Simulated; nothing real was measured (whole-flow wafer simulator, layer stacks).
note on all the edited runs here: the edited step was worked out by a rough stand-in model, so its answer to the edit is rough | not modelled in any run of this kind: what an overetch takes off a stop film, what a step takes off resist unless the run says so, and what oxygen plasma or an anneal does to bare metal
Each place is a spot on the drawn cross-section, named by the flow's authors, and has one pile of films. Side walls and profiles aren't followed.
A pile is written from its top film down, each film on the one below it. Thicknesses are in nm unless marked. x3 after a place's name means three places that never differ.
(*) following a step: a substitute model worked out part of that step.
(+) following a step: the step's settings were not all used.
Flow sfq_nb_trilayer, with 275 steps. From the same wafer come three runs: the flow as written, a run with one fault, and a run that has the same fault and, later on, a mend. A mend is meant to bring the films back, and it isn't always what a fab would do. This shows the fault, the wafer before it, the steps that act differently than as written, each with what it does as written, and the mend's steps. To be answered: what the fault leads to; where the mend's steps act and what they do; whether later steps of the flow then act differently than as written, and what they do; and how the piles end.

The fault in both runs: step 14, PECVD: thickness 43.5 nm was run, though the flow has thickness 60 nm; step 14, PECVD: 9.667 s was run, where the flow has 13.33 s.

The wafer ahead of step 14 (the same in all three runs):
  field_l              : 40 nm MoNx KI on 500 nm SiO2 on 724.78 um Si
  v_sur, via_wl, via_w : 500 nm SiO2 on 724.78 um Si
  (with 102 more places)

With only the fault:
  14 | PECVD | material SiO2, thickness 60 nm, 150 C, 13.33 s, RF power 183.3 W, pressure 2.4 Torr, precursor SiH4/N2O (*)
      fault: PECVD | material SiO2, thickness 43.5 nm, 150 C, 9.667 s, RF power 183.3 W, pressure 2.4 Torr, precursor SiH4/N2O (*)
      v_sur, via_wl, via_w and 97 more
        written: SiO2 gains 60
        fault: SiO2 gains 43.5
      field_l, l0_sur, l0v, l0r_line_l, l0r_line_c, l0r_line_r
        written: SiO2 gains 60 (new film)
        fault: SiO2 gains 43.5 (new film)
  Later steps of the flow acting differently than as written (11 more steps, not shown, differ only slightly: by at most 2% or 0.5 nm, whichever is larger):
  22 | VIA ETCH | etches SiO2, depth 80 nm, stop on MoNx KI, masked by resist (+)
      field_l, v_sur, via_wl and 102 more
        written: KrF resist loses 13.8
        fault: KrF resist loses 11.2
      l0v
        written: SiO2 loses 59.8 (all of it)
        fault: SiO2 loses 43.3 (all of it)
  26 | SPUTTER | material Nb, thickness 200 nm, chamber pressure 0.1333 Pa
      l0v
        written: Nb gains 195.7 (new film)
        fault: Nb gains 200 (new film)
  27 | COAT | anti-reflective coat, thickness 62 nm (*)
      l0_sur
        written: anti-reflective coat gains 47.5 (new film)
        fault: anti-reflective coat gains 49.3 (new film)
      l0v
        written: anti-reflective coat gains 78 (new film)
        fault: anti-reflective coat gains 72.6 (new film)
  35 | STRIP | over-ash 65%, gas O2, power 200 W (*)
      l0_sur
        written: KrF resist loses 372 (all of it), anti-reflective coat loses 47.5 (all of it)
        fault: KrF resist loses 373.3 (all of it), anti-reflective coat loses 49.3 (all of it)
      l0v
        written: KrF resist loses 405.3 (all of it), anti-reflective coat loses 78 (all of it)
        fault: KrF resist loses 394.1 (all of it), anti-reflective coat loses 72.6 (all of it)
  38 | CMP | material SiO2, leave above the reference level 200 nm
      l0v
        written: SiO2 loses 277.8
        fault: SiO2 loses 298.6
  The piles end different from the flow's at field_l, v_sur, via_wl and 100 more by more than 2% or 0.5 nm, whichever is larger.
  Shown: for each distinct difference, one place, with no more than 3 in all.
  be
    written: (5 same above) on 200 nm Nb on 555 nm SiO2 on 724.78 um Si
    fault: (5 same above) on 200 nm Nb on 538.5 nm SiO2 on 724.78 um Si
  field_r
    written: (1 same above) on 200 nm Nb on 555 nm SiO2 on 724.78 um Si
    fault: (1 same above) on 200 nm Nb on 538.5 nm SiO2 on 724.78 um Si
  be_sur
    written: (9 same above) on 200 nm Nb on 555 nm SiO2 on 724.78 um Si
    fault: (9 same above) on 200 nm Nb on 538.5 nm SiO2 on 724.78 um Si

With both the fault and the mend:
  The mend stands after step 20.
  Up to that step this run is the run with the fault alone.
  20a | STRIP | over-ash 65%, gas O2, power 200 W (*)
      p4_fl x3, p4_w1 x9, p4_g1 x2 and 59 more
        KrF resist loses 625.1 (all of it), anti-reflective coat loses 62 (all of it)
      jj_sur, ce_l, c5j, ce_r, sp_r, be_r, r_sur
        KrF resist loses 632 (all of it), anti-reflective coat loses 63.7 (all of it)
      gap, res, r_end
        KrF resist loses 632.1 (all of it), anti-reflective coat loses 63.7 (all of it)
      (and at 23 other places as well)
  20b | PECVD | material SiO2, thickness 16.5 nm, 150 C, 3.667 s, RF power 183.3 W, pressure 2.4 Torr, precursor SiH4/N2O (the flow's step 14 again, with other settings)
      field_l, v_sur, via_wl and 103 more
        SiO2 gains 16.5
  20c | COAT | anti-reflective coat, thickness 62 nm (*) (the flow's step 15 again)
      p4_fl x3, p4_w1 x9, p4_g1 x2 and 59 more
        anti-reflective coat gains 62 (new film)
      be_sur, gap, jj_sur and 8 more
        anti-reflective coat gains 63.7 (new film)
      wire, be, moat, field_r, lsp_l
        anti-reflective coat gains 63.8 (new film)
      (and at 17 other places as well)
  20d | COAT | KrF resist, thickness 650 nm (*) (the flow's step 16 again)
      p4_fl x3, p4_w1 x9, p4_g1 x2 and 59 more
        KrF resist gains 650 (new film)
      jj_sur, ce_l, c5j, ce_r, sp_r, be_r, r_sur
        KrF resist gains 656.9 (new film)
      l0r_line_l, l0r_line_c, l0r_line_r
        KrF resist gains 646 (new film)
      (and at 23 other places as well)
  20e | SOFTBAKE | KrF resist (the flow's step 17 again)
      does not change any film at any place that is followed
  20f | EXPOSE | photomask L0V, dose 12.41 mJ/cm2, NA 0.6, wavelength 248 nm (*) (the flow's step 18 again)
      does not change any film at any place that is followed
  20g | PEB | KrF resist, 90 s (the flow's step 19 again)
      p4_fl x3, p4_w1 x9, p4_g1 x2 and 59 more
        KrF resist loses 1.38
      via_v, wire, be and 15 more
        KrF resist loses 1.39
      v_sur, via_w, via_wr, via_sp, lsp_m, ln_m6, lsp_r
        KrF resist loses 1.4
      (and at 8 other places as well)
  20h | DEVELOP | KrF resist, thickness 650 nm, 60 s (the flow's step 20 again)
      field_l, v_sur, via_wl and 102 more
        KrF resist loses 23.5
      l0v
        KrF resist loses 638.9 (all of it)
  Every later step of the flow that is run acts as written, at every place that is followed, to within 2% or 0.5 nm, whichever is larger.
  At every place that both follow, the piles at the end match the flow's.
